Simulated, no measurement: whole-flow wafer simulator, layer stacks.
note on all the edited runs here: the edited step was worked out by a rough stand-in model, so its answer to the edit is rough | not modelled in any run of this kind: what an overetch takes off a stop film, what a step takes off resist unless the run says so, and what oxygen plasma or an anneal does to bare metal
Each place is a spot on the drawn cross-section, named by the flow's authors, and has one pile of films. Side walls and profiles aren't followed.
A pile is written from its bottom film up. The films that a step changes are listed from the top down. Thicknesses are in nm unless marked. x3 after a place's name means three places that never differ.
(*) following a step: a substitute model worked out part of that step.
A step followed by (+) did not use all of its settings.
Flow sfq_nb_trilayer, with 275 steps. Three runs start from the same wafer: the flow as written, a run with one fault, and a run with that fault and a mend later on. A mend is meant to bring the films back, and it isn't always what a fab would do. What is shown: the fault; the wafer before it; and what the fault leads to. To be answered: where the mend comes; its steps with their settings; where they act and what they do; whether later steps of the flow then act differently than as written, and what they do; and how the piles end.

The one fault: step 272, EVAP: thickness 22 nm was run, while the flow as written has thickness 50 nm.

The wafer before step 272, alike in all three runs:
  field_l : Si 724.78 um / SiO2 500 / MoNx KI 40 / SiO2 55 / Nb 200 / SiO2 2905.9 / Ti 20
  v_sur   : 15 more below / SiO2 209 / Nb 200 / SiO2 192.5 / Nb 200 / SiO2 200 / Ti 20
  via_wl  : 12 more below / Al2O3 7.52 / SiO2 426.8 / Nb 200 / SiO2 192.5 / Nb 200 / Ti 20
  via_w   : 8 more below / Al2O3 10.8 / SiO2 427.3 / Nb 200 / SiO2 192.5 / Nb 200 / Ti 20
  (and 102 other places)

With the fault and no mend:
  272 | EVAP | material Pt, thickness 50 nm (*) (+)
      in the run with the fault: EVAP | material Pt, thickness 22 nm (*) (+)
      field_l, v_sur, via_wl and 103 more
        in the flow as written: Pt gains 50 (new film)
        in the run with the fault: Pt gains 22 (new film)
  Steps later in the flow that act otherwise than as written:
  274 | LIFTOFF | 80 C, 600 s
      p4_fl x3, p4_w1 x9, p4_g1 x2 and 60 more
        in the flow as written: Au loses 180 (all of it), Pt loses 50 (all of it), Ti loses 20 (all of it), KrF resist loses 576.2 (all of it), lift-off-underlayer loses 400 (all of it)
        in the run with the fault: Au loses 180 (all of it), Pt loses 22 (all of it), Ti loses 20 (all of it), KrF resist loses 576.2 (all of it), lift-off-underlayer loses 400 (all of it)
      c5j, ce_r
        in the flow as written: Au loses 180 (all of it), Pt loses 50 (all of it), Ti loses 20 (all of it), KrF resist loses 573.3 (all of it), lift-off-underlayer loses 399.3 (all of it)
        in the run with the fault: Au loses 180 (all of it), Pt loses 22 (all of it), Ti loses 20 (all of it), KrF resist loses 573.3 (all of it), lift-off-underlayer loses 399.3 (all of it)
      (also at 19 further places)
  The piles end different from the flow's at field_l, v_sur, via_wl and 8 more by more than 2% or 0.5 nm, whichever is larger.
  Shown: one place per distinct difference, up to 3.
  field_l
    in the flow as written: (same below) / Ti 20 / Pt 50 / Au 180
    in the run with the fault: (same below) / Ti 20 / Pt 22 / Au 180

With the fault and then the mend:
  The mend stands after step 272.
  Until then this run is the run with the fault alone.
  272a | EVAP | material Pt, thickness 28 nm (*) (+) (the flow's step 272 again, with other settings)
      field_l, v_sur, via_wl and 103 more
        Pt gains 28
  None of the later steps of the flow acts differently than as written at any place that is followed.
  At every place that both follow, the piles at the end match the flow's.
